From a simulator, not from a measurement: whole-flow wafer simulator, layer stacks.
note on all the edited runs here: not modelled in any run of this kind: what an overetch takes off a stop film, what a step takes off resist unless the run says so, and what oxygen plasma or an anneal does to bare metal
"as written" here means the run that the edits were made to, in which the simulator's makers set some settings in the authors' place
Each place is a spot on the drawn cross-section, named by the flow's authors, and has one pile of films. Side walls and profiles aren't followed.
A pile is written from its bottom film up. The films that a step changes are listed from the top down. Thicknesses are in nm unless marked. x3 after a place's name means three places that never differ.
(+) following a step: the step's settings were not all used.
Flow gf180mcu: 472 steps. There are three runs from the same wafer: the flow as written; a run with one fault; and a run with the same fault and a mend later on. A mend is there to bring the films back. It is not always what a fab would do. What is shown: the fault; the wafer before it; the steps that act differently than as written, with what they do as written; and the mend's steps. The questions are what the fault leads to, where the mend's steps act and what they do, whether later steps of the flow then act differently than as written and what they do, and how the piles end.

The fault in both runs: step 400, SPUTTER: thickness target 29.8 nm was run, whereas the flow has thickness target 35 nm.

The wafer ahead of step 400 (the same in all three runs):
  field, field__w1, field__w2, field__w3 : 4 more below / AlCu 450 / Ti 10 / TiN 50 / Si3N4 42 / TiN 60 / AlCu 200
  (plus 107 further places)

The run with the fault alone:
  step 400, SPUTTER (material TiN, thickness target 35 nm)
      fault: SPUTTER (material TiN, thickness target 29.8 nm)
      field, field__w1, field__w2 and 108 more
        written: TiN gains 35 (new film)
        fault: TiN gains 29.8 (new film)
  Steps further on in the flow that do not act as written (10 other steps are not shown; they differ only slightly, by no more than 2% or 0.5 nm, whichever is larger):
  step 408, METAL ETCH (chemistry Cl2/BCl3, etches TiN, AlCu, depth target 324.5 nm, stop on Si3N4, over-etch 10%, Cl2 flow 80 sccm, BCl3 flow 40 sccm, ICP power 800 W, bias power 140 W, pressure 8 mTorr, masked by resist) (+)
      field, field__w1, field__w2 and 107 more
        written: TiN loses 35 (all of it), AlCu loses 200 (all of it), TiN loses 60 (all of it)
        fault: TiN loses 29.8 (all of it), AlCu loses 200 (all of it), TiN loses 60 (all of it)
  The piles end different from the flow's at mim by more than 2% or 0.5 nm, whichever is larger.
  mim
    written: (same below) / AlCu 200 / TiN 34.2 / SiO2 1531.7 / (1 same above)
    fault: (same below) / AlCu 200 / TiN 29 / SiO2 1531.7 / (1 same above)

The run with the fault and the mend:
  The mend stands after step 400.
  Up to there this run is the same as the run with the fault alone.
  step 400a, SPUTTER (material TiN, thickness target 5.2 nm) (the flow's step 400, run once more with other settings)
      field, field__w1, field__w2 and 108 more
        TiN gains 5.2
  Every later step of the flow that is run acts as written at every place that is followed.
  By the end, the piles equal the flow's at every place that both follow.
